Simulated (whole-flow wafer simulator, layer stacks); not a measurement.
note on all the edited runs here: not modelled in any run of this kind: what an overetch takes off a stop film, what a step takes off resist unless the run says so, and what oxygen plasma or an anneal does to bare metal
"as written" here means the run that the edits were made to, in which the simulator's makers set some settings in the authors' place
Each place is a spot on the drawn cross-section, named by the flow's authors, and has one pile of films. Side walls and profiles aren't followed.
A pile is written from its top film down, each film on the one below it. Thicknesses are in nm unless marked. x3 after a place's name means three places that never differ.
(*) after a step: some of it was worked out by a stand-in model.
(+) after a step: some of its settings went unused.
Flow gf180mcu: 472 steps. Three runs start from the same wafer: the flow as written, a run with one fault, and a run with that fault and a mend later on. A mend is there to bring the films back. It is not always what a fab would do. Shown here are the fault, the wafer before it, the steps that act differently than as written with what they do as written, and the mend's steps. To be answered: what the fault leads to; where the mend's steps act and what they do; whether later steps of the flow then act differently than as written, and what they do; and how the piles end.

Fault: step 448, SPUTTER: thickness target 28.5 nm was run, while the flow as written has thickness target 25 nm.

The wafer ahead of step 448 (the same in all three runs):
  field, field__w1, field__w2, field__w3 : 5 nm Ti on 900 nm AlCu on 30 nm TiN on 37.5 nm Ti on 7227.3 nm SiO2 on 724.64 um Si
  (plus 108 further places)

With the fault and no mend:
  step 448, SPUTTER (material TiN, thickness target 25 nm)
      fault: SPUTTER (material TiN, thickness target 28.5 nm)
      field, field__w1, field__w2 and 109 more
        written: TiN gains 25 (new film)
        fault: TiN gains 28.5 (new film)
  Steps further on in the flow that do not act as written (4 other steps are not shown; they differ only slightly, by no more than 2% or 0.5 nm, whichever is larger):
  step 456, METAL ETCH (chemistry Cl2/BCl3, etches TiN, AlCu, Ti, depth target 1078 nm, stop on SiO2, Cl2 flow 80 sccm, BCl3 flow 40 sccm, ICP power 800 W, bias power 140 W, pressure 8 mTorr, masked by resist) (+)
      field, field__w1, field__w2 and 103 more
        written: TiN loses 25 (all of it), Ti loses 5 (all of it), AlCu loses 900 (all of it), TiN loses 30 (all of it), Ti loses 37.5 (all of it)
        fault: TiN loses 28.5 (all of it), Ti loses 5 (all of it), AlCu loses 900 (all of it), TiN loses 30 (all of it), Ti loses 37.5 (all of it)
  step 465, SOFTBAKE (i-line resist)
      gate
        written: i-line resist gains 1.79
        fault: i-line resist loses 0.34
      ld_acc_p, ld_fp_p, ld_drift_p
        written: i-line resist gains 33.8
        fault: i-line resist gains 27
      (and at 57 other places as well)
  At field__w8, contact, m1, m1__w1, pad, m1_nw, the piles at the end differ from the flow's by more than 2% or 0.5 nm, whichever is larger.
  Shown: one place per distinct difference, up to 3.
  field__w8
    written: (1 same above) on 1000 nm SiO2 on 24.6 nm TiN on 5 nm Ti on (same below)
    fault: (1 same above) on 1000 nm SiO2 on 28.1 nm TiN on 5 nm Ti on (same below)
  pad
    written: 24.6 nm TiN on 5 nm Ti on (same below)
    fault: 28.1 nm TiN on 5 nm Ti on (same below)

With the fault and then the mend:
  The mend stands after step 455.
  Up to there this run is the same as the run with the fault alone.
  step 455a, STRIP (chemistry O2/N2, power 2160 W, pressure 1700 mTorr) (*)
      field__w8, contact, m1, m1__w1, pad, m1_nw
        resist loses 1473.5 (all of it)
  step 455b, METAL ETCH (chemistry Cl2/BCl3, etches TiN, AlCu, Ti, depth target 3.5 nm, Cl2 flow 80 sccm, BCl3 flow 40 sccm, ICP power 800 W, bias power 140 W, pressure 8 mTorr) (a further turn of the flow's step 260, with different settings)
      field, field__w1, field__w2 and 109 more
        TiN loses 3.5
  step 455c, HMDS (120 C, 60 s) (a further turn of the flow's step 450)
      leaves every film unchanged at each place that is followed
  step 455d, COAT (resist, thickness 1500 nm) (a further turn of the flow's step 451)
      field, field__w1, field__w2 and 109 more
        resist gains 1500 (new film)
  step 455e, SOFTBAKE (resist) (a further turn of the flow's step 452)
      leaves every film unchanged at each place that is followed
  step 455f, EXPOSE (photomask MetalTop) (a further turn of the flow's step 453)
      leaves every film unchanged at each place that is followed
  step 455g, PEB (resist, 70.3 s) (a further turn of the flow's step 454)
      field, field__w1, field__w2 and 109 more
        resist loses 26.5
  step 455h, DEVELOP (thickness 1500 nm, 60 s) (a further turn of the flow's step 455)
      field, field__w1, field__w2 and 103 more
        resist loses 1473.5 (all of it)
  Later steps of the flow that are run all act as written at every place that is followed.
  At every place that both follow, the piles at the end match the flow's.
